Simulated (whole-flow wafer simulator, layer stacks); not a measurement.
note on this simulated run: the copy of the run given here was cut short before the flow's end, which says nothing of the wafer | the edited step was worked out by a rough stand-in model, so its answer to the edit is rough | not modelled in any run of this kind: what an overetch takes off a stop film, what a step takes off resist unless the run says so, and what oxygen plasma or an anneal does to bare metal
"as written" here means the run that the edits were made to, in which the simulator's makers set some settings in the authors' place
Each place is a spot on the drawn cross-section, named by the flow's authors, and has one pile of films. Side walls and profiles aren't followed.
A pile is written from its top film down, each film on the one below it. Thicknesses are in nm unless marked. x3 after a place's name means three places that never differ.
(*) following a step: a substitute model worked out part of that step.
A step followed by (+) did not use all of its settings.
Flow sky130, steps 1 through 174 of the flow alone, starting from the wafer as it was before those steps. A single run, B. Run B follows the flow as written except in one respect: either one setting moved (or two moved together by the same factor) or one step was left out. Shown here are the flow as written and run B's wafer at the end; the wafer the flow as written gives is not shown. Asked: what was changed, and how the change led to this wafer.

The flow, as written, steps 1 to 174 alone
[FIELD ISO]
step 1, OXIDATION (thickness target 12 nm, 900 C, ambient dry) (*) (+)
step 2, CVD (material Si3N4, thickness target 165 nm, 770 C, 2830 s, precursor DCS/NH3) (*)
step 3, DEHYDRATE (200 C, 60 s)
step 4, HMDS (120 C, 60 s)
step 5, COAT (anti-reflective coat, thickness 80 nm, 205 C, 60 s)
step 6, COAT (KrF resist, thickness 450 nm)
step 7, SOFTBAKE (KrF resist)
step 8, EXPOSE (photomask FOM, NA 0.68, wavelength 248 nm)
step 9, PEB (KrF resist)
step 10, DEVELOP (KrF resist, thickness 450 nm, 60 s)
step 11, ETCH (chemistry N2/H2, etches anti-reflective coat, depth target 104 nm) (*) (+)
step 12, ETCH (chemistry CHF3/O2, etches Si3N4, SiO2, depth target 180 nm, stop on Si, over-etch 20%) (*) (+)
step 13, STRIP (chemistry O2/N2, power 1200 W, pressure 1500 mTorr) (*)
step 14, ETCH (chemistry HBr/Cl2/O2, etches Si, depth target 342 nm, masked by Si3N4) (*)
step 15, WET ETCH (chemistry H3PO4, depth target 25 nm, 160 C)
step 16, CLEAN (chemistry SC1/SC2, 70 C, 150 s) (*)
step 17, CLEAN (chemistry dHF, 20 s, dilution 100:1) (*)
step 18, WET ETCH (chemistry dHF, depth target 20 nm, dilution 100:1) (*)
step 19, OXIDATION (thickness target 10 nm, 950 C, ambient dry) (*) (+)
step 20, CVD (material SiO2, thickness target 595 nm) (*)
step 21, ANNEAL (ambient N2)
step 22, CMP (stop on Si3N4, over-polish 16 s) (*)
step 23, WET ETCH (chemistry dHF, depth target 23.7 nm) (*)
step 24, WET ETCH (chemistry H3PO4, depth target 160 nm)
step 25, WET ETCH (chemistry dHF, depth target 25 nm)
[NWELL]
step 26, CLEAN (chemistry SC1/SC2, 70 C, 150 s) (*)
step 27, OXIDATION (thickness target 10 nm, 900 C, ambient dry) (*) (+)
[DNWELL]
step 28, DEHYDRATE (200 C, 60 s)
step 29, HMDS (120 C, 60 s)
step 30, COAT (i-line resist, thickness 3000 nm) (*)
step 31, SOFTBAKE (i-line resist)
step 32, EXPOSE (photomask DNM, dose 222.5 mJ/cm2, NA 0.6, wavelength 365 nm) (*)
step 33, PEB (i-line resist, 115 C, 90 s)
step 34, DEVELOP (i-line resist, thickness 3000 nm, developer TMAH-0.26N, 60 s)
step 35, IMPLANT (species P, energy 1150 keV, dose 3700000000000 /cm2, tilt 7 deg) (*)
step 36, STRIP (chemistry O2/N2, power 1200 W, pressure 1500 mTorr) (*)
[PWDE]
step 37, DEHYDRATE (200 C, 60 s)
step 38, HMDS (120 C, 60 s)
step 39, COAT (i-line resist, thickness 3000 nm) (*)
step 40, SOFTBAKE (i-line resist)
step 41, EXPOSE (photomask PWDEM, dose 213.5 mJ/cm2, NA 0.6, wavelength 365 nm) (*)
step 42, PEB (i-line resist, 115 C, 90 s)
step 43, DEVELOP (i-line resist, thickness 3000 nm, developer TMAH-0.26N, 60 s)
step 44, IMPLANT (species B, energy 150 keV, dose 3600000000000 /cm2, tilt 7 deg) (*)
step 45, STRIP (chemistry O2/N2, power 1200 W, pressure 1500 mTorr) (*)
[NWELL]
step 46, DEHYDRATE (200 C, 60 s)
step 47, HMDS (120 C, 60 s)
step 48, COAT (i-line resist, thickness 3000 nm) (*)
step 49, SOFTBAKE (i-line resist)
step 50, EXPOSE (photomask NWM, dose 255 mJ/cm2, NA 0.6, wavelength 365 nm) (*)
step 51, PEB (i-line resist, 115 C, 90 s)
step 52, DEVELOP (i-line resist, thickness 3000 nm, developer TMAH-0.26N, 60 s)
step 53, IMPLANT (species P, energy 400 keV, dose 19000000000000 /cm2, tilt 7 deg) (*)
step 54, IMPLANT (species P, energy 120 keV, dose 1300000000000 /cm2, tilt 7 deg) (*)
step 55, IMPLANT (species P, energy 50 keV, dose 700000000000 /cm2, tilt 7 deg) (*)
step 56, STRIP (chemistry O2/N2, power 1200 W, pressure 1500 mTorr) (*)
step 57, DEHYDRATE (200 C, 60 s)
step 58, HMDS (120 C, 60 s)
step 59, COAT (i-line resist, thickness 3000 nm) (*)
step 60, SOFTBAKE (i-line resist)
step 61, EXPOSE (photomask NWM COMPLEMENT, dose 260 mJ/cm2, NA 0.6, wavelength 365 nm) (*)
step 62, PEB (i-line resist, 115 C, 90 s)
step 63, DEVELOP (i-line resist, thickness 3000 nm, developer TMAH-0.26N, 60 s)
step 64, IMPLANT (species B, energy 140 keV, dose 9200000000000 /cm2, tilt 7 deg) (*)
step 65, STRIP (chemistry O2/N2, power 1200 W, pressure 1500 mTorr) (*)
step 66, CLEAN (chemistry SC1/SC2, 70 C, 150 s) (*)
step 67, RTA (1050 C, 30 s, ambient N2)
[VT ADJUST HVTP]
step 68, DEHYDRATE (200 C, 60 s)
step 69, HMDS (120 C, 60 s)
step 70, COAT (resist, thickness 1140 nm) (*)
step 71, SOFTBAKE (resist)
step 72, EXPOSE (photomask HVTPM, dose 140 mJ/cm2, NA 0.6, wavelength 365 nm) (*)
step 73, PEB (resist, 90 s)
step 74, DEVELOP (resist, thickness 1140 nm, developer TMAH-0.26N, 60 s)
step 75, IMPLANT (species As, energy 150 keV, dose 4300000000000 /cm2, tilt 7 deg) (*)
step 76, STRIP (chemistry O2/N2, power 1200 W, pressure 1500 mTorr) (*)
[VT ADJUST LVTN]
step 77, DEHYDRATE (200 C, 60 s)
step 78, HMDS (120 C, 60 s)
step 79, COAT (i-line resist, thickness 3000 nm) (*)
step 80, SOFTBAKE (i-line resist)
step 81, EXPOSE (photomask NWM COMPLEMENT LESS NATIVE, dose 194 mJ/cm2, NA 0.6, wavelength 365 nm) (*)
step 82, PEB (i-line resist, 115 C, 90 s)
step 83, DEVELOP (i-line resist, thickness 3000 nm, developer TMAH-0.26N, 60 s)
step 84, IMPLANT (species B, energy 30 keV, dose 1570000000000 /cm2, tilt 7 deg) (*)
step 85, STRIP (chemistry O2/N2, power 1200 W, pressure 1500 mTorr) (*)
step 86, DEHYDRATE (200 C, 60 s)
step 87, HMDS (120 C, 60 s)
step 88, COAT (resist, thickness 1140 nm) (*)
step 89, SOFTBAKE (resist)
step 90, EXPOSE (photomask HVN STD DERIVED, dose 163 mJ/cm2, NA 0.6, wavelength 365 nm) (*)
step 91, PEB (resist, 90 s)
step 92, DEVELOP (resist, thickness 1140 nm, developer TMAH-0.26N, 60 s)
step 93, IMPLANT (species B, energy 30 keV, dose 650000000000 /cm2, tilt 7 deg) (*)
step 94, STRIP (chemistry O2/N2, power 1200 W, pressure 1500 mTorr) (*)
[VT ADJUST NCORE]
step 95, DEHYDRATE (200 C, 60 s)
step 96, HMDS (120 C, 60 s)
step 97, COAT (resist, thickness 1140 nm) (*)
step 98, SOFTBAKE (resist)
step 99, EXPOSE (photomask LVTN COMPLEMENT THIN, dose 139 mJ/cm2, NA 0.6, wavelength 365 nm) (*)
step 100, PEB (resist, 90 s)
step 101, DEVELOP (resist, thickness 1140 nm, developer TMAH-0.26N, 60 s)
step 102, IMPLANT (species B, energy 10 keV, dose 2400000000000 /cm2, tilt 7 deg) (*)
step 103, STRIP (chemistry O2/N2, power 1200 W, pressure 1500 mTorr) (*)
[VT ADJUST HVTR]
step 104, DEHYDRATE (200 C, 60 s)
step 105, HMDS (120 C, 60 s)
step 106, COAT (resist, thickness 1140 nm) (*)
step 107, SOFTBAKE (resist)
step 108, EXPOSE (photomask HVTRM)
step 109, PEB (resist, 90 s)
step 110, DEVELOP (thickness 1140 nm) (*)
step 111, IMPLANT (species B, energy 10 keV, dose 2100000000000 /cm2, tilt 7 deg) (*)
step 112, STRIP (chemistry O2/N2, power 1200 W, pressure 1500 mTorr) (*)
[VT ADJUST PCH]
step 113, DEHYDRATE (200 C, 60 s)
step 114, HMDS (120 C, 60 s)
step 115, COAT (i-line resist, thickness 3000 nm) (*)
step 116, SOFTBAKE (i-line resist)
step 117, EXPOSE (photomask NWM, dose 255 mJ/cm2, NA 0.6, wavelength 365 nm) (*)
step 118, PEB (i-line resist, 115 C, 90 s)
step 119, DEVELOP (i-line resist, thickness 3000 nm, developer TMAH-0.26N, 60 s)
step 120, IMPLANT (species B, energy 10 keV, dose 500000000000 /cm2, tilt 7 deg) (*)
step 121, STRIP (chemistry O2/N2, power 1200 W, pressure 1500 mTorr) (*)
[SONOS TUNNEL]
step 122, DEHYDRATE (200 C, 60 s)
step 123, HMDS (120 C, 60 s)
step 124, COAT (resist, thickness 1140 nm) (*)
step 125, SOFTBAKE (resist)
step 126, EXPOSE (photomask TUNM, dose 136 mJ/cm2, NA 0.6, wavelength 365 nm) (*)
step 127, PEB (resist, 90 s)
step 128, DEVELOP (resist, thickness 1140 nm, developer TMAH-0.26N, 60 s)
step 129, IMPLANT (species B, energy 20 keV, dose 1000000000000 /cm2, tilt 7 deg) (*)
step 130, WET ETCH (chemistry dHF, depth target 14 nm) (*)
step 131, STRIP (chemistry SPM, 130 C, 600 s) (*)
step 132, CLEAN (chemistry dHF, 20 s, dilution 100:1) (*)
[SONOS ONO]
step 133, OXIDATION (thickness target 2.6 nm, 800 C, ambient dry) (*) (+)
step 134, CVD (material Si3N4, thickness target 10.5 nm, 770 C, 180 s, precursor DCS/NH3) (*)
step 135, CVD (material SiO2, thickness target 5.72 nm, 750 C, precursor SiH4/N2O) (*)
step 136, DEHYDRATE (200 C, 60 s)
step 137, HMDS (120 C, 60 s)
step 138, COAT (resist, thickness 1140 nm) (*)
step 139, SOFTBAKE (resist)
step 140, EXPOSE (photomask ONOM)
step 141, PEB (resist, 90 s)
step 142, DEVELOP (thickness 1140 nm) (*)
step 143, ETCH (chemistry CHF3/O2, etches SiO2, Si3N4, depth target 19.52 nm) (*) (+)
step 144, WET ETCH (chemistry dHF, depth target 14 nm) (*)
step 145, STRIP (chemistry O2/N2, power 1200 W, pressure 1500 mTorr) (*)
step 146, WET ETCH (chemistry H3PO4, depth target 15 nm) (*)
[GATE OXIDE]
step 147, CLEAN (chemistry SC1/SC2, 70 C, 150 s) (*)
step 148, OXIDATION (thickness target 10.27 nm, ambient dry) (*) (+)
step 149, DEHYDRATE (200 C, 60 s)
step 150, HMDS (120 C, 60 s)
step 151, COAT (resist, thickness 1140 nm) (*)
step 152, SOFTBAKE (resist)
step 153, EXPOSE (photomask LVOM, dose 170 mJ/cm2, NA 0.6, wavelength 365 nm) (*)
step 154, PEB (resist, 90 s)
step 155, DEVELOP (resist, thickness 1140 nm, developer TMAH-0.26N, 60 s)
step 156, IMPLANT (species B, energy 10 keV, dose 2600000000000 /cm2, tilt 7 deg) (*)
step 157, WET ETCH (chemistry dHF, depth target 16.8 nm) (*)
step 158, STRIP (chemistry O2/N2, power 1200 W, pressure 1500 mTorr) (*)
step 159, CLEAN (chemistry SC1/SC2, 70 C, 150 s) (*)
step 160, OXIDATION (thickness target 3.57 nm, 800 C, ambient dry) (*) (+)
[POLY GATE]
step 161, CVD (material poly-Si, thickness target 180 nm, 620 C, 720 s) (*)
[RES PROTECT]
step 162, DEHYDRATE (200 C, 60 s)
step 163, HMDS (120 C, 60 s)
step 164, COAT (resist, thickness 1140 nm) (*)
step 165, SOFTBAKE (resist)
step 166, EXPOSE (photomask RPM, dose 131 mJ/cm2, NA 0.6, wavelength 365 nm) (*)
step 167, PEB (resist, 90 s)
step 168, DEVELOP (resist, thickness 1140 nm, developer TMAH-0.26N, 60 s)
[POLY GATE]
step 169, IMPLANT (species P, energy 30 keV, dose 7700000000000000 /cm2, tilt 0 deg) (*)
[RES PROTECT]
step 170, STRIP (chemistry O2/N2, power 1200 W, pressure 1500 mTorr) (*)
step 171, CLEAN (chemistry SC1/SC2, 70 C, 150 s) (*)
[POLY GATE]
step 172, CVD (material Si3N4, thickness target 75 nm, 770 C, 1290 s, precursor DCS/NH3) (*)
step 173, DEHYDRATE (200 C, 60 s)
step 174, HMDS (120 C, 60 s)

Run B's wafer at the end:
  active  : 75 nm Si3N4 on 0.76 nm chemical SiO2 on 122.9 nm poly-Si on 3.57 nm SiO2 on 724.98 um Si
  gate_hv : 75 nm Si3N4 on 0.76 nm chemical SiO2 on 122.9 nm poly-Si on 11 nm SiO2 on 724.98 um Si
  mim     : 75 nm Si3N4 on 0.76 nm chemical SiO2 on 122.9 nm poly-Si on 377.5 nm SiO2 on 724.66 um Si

What caused this: step 161, CVD: 602 C was run, whereas the flow has 620 C.

How this came from the change, step by step:
  step 161, CVD (material poly-Si, thickness target 180 nm, 620 C, 720 s) (*)
      field, active, n_well and 186 more: +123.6 poly-Si (new film) (it would be, as written: +180 poly-Si (new film))
      ndiff_dn: +151.7 poly-Si (new film) (it would be, as written: +215.7 poly-Si (new film))
